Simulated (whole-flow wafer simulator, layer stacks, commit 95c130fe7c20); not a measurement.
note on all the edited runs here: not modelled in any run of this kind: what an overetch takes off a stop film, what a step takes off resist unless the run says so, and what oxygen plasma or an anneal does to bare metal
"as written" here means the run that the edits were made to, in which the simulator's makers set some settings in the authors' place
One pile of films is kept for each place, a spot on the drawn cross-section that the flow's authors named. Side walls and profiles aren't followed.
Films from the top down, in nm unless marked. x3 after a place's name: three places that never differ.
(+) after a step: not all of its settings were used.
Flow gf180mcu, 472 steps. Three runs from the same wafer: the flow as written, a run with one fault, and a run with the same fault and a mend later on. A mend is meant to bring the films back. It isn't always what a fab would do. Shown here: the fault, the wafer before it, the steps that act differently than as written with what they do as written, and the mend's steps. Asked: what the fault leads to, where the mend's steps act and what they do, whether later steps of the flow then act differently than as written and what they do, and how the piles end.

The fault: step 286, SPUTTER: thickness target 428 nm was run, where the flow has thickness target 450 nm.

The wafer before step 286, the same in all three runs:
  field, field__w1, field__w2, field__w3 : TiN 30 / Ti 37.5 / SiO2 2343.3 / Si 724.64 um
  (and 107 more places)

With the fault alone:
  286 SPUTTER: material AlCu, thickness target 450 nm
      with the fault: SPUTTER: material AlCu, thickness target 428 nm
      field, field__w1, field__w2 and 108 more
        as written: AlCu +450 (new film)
        with the fault: AlCu +428 (new film)
  Later steps of the flow that act differently than as written:
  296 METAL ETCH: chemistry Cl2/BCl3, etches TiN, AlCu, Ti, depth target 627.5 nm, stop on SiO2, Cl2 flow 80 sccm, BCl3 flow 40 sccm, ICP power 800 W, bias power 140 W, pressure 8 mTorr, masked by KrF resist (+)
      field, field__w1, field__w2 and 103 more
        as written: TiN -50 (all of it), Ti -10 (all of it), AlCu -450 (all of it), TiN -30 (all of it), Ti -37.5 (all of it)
        with the fault: TiN -50 (all of it), Ti -10 (all of it), AlCu -428 (all of it), TiN -30 (all of it), Ti -37.5 (all of it)
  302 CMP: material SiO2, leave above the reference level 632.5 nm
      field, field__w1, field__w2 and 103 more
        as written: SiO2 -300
        with the fault: SiO2 -322
  At the end the piles differ from the flow's by more than 2% or 0.5 nm, whichever is larger, at field__w8, contact, m1, m1__w1, m1_nw.
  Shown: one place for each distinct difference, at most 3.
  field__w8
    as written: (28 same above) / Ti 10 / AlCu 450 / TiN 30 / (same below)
    with the fault: (28 same above) / Ti 10 / AlCu 428 / TiN 30 / (same below)
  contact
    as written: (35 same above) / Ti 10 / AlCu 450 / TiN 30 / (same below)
    with the fault: (35 same above) / Ti 10 / AlCu 428 / TiN 30 / (same below)

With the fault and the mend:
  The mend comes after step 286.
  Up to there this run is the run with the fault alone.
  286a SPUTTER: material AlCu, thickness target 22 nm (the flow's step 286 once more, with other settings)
      field, field__w1, field__w2 and 108 more
        AlCu +22
  No later step of the flow acts differently than as written at any place that is followed.
  At the end the piles are the same as the flow's at every place that both follow.
